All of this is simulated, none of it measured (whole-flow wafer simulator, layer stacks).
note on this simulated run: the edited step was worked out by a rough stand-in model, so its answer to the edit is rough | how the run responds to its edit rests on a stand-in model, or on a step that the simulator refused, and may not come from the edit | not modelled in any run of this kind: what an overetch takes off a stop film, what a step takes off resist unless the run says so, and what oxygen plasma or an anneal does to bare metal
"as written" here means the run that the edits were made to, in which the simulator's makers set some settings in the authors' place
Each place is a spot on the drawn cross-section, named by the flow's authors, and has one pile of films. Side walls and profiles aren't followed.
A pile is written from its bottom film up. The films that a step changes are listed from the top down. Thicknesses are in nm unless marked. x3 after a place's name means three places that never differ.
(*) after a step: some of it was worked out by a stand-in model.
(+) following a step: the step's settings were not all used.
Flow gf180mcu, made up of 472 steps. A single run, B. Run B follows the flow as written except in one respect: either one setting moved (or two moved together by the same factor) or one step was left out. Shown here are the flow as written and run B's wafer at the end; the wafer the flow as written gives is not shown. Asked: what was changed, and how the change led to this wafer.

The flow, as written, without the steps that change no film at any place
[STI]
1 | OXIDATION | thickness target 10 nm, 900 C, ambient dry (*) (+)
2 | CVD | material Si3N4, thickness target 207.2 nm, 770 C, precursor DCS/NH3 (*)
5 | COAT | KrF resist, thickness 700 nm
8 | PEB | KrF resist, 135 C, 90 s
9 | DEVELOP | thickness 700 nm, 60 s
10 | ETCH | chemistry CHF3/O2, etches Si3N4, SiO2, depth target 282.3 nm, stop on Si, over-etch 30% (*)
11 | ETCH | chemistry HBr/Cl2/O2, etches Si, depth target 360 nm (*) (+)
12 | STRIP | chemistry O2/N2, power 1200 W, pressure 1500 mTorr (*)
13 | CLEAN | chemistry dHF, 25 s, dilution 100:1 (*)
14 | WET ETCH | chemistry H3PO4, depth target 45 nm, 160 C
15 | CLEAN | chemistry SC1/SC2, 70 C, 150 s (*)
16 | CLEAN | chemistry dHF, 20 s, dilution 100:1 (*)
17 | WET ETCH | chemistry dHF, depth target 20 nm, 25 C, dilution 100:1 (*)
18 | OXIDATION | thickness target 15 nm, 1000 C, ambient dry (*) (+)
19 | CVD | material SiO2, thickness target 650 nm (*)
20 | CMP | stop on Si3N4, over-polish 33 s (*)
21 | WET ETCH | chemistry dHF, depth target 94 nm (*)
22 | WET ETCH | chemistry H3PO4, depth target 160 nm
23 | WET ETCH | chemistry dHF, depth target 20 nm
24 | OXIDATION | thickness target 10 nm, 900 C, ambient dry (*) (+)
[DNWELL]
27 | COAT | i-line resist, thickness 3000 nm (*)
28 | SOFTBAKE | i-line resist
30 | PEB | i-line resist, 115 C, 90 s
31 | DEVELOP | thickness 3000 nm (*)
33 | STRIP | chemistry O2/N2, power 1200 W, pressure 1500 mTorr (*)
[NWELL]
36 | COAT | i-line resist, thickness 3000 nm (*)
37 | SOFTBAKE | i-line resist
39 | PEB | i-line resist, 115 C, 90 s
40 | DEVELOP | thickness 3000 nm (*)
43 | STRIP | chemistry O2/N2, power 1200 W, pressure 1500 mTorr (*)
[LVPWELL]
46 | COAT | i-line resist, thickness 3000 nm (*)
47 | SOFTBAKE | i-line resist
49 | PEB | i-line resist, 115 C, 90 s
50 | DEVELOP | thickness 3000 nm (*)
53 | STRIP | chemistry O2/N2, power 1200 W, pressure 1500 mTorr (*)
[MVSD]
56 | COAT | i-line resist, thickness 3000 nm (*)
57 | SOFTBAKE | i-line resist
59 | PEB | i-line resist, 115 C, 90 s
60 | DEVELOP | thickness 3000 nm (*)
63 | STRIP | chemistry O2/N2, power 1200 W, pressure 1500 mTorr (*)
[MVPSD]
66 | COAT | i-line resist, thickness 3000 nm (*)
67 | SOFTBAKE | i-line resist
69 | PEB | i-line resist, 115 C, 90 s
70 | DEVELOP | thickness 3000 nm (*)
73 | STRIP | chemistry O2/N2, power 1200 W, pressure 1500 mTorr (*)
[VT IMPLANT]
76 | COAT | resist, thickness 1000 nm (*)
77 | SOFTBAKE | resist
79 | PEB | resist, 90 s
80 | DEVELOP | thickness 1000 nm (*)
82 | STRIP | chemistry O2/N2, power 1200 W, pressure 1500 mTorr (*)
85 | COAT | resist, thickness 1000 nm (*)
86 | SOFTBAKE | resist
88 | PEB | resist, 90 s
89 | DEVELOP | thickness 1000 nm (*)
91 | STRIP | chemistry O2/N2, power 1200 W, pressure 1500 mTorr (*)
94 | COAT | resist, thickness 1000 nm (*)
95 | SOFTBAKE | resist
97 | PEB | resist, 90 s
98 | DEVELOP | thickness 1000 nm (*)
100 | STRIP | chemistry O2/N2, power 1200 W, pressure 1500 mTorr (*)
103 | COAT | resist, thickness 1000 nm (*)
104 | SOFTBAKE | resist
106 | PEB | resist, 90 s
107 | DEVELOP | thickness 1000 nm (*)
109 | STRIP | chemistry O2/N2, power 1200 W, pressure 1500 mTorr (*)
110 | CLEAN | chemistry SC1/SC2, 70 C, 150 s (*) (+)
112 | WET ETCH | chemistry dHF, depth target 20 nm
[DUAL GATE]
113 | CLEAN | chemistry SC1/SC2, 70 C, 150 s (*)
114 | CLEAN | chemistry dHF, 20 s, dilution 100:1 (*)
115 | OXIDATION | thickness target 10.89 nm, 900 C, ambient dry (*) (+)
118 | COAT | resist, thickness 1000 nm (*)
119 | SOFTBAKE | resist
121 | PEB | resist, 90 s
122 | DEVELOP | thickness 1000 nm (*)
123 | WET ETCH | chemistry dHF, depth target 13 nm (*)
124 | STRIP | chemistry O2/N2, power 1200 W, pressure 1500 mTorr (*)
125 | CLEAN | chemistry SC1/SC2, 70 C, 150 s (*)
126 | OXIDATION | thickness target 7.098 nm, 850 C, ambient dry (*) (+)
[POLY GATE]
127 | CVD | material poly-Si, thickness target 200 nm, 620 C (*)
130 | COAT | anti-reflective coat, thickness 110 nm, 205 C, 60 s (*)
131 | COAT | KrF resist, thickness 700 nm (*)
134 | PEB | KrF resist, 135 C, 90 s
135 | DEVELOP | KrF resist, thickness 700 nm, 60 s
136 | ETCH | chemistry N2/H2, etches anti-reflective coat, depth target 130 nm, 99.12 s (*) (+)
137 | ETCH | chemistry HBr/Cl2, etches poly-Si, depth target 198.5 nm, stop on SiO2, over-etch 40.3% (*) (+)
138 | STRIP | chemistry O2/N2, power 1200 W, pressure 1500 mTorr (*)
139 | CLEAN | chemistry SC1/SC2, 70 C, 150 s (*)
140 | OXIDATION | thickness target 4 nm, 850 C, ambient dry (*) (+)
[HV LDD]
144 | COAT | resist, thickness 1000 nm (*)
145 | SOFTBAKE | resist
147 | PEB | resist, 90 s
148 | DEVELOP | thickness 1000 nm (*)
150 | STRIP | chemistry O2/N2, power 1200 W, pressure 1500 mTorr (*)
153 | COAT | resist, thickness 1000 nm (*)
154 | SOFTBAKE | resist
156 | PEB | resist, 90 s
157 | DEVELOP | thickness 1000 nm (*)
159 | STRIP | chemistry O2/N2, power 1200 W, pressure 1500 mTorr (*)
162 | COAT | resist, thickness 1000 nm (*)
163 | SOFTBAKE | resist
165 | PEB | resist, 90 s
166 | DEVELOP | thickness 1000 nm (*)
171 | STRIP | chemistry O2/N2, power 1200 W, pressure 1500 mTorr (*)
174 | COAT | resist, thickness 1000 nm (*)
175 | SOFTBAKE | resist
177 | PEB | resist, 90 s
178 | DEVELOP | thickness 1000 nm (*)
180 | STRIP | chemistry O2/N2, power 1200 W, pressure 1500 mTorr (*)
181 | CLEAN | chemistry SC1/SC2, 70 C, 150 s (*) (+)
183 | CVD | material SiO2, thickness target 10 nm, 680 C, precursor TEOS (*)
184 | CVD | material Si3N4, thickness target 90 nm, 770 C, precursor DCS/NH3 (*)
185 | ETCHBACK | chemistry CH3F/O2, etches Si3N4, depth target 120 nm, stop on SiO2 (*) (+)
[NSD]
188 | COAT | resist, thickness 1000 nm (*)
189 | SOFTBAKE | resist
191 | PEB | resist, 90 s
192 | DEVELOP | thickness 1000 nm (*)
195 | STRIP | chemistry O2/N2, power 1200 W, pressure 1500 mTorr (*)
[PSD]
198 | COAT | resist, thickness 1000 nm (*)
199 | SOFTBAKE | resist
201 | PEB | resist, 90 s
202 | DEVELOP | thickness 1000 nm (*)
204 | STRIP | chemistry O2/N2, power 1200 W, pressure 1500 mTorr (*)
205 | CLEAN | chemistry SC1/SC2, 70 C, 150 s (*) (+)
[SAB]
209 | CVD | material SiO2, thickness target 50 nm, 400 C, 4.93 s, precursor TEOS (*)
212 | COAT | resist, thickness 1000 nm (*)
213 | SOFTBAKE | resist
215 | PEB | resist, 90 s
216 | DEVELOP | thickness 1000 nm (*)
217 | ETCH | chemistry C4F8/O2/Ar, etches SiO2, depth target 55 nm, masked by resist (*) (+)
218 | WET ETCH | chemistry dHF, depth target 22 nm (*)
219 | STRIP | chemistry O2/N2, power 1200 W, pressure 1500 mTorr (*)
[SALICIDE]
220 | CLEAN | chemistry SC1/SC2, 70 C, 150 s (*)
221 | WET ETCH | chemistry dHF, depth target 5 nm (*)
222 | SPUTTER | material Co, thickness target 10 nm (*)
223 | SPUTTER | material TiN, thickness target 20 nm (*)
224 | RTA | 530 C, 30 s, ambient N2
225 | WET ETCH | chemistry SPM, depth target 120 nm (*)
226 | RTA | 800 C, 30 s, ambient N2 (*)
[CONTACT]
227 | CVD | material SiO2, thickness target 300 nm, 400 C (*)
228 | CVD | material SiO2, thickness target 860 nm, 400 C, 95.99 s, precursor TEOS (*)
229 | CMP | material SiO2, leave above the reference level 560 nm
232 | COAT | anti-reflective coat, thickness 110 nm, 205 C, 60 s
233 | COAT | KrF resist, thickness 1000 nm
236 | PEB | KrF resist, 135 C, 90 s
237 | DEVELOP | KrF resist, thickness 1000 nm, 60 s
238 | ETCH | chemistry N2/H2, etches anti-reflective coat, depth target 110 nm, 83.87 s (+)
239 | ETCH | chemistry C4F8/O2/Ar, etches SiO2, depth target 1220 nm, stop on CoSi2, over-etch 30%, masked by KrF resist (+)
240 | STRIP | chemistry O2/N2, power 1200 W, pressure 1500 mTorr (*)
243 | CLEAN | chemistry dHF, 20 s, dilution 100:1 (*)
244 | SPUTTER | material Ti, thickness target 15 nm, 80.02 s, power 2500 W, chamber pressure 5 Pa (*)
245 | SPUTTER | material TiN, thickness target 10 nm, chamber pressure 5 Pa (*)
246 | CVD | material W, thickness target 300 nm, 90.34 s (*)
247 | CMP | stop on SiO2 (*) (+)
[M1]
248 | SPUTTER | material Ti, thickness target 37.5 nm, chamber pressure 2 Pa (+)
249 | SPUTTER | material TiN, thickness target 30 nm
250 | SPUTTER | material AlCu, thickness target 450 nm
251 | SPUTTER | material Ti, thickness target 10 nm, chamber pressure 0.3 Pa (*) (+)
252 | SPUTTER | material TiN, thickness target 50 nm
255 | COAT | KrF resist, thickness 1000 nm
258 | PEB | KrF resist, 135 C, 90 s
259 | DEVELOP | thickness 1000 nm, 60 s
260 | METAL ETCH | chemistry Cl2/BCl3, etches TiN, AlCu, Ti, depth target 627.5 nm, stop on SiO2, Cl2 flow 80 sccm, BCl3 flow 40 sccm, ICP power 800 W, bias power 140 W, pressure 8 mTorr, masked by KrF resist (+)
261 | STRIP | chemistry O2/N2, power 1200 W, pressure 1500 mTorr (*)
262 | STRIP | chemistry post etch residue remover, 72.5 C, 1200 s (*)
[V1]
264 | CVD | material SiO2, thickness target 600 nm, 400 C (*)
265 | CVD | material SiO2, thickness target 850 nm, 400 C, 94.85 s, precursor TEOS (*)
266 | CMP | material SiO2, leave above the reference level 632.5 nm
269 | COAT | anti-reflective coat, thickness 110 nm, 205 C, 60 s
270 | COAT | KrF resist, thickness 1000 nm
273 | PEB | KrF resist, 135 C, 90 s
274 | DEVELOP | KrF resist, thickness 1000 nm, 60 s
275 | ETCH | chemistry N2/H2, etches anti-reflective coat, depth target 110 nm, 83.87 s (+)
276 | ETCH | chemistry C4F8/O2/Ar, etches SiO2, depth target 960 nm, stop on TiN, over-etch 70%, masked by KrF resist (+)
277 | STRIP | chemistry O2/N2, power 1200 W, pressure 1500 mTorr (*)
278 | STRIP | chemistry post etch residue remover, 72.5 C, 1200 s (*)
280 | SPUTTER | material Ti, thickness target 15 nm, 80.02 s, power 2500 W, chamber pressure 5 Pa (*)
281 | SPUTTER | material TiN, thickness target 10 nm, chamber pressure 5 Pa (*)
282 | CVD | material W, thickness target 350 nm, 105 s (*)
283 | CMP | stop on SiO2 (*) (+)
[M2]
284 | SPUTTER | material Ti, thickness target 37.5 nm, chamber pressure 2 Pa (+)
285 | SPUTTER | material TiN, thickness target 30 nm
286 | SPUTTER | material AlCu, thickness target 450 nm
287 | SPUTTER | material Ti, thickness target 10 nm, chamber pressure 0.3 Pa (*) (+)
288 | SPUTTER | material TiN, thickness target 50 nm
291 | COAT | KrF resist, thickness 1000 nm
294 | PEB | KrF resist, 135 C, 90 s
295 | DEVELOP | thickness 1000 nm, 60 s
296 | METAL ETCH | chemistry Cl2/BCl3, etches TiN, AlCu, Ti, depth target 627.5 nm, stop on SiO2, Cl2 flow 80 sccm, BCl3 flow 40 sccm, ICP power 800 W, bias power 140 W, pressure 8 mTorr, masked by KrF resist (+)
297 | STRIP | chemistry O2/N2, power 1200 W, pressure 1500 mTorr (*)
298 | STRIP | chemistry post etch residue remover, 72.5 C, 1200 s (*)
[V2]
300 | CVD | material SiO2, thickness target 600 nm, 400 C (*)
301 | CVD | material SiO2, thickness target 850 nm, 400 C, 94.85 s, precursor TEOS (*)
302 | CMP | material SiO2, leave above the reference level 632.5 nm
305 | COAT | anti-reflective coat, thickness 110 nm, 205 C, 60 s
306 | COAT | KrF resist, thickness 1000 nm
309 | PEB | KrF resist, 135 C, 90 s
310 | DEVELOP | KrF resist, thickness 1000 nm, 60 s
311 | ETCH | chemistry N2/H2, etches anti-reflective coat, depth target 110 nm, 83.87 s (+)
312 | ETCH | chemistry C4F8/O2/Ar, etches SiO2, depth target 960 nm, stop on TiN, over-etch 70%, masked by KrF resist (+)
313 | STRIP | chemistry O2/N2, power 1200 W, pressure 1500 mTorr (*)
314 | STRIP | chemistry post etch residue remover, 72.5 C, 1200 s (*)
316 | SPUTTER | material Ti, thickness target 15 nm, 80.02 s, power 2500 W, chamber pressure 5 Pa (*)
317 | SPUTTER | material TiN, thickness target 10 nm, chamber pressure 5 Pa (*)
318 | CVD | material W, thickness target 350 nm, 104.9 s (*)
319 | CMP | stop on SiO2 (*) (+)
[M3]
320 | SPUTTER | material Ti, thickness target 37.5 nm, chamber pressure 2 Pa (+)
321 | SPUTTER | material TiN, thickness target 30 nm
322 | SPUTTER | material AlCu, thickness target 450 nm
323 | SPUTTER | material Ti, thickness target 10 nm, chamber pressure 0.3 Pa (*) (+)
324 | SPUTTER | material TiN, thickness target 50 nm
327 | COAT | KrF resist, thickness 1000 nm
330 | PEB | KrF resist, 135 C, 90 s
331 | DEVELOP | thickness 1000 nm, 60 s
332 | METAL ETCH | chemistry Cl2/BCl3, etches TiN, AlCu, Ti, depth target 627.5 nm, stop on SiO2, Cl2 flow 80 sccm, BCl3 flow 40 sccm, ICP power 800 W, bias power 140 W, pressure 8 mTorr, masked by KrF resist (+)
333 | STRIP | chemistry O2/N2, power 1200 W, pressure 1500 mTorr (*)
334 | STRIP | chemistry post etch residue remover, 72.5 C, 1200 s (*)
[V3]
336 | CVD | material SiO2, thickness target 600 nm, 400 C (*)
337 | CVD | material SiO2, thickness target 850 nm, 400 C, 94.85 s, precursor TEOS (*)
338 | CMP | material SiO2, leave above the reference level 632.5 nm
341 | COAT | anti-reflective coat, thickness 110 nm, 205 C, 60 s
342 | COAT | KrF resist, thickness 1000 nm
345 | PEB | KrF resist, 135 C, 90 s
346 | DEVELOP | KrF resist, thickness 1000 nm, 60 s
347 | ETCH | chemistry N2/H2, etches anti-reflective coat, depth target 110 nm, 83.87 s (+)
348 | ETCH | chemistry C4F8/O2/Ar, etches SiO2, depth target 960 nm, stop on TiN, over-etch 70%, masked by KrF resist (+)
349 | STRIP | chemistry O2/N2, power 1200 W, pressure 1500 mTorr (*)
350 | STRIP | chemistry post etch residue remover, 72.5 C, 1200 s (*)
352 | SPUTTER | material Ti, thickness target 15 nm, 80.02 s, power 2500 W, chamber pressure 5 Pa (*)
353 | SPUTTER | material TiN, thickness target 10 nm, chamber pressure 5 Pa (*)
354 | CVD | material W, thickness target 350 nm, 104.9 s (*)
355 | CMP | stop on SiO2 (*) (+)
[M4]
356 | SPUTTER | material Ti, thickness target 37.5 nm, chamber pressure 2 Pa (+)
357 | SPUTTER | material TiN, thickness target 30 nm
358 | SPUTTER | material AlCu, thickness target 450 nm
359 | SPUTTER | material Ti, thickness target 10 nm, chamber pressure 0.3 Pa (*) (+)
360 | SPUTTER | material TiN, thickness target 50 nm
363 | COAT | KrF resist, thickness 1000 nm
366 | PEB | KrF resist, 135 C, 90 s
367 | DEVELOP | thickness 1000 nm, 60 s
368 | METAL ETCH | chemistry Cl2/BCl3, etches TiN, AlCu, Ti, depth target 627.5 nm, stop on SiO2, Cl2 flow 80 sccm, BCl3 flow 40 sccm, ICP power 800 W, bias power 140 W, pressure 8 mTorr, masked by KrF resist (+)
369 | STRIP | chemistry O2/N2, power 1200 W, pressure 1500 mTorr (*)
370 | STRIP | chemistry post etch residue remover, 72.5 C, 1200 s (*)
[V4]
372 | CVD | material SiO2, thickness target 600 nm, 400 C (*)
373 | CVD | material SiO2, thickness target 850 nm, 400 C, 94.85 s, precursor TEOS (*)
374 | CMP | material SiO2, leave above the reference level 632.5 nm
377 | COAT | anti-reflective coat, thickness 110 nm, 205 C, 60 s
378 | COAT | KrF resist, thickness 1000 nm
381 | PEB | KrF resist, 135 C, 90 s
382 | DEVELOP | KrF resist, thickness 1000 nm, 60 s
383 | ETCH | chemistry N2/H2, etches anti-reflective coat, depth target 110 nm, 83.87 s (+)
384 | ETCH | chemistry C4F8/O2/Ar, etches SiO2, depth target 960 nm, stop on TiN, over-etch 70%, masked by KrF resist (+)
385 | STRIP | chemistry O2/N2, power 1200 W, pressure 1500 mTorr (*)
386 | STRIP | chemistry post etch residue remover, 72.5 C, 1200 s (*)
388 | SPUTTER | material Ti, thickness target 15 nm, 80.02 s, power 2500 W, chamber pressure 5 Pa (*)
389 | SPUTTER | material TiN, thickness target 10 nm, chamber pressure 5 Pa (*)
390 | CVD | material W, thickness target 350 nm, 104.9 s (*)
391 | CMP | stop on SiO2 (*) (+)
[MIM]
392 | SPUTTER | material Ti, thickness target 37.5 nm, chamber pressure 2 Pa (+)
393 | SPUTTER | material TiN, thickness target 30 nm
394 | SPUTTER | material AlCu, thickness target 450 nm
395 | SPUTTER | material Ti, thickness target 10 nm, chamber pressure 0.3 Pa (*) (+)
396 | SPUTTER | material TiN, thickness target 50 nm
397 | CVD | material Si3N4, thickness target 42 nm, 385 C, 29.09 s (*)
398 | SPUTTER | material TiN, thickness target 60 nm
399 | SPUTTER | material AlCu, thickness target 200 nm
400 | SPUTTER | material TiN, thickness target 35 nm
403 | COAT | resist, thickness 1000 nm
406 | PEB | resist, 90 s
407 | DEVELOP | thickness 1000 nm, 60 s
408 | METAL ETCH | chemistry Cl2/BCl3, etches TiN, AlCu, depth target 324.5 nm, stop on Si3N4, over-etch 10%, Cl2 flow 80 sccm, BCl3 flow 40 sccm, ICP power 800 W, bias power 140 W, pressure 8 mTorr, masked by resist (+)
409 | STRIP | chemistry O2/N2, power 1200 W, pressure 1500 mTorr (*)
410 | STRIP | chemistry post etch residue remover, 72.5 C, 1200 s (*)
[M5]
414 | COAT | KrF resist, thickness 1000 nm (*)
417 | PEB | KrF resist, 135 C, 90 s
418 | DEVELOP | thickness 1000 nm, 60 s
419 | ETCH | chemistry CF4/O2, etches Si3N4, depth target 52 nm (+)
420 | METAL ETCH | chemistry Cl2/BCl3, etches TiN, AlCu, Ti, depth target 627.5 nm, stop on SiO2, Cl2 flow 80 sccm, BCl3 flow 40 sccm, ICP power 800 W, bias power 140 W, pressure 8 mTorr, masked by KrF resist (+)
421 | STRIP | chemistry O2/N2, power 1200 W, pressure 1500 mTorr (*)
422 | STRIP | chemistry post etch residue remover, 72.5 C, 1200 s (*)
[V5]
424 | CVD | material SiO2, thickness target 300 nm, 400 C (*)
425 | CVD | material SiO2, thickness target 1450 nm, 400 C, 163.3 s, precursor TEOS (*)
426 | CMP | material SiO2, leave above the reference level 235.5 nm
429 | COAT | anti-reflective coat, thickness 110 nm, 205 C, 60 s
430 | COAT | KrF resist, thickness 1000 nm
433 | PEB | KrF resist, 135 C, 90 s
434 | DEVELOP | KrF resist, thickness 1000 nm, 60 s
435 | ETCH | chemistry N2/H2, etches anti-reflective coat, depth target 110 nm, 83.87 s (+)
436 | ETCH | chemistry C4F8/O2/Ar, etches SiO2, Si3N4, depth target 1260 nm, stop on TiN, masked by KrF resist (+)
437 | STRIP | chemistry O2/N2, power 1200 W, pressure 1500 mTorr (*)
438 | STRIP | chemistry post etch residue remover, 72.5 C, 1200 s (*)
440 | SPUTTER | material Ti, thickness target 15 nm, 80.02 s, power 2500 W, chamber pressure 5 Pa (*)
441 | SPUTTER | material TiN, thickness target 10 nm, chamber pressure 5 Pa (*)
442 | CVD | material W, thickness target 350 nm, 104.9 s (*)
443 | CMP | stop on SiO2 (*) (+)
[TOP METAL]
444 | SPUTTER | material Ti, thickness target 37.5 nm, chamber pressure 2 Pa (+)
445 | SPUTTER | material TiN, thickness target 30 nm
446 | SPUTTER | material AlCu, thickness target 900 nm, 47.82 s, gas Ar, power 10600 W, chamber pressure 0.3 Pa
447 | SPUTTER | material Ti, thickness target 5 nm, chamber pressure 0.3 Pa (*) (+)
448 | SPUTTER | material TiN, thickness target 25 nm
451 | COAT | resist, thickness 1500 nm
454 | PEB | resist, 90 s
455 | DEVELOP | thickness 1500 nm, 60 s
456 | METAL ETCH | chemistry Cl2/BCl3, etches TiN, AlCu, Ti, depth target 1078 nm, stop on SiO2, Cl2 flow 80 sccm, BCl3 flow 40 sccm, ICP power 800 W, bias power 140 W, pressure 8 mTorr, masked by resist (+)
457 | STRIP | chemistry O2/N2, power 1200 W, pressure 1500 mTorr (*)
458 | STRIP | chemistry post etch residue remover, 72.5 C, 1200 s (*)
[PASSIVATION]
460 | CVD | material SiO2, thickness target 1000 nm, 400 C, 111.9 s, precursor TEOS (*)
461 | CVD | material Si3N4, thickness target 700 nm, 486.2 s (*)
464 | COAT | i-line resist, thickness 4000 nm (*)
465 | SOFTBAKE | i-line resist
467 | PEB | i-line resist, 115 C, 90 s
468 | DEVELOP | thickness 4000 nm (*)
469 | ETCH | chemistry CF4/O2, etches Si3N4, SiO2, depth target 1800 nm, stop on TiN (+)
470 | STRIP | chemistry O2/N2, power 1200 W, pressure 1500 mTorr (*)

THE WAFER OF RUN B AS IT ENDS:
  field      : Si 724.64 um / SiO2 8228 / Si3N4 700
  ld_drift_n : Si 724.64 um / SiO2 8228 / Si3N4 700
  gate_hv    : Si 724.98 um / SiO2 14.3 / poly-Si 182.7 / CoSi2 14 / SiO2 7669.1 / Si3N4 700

Cause: step 222, SPUTTER: thickness target 4 nm was run, while the flow as written has thickness target 10 nm.

How this came from the change, step by step:
  222 | SPUTTER | material Co, thickness target 10 nm (*)
      field, field__w7, field__w8 and 71 more: +4 Co (new film) (in the flow as written it would be: +10 Co (new film))
      field__w6, field_sub, field_sub__w2: +3.98 Co (new film) (in the flow as written it would be: +9.95 Co (new film))
      (also at 34 further places)
  224 | RTA | 530 C, 30 s, ambient N2
      gate, gate_hv, gate_p and 22 more: under 1 film: +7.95 CoSi (new film), -4 Co (all of it), -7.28 poly-Si (in the flow as written it would be: under 1 film: +19.9 CoSi (new film), -10 Co (all of it), -18.2 poly-Si)
      active, p_well, sd_n and 11 more: under 1 film: +7.95 CoSi (new film), -4 Co (all of it), -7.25 Si (in the flow as written it would be: under 1 film: +19.9 CoSi (new film), -10 Co (all of it), -18.1 Si)
      (also at 10 further places)
  225 | WET ETCH | chemistry SPM, depth target 120 nm (*)
      field, field__w7, field__w8 and 32 more: -20 TiN (all of it), -4 Co (all of it) (in the flow as written it would be: -20 TiN (all of it), -10 Co (all of it))
      field__w9, nw_enc_fld_lv__w3: -19.1 TiN (all of it), -3.84 Co (all of it) (in the flow as written it would be: -19.1 TiN (all of it), -9.6 Co (all of it))
      (also at 25 further places)
  226 | RTA | 800 C, 30 s, ambient N2 (*)
      gate, gate_hv, gate_p and 22 more: +14 CoSi2 (new film), -7.95 CoSi (all of it), -7.28 poly-Si (in the flow as written it would be: +35 CoSi2 (new film), -19.9 CoSi (all of it), -18.2 poly-Si)
      active, p_well, sd_n and 11 more: +14 CoSi2 (new film), -7.95 CoSi (all of it), -7.25 Si (in the flow as written it would be: +35 CoSi2 (new film), -19.9 CoSi (all of it), -18.1 Si)
      (also at 10 further places)
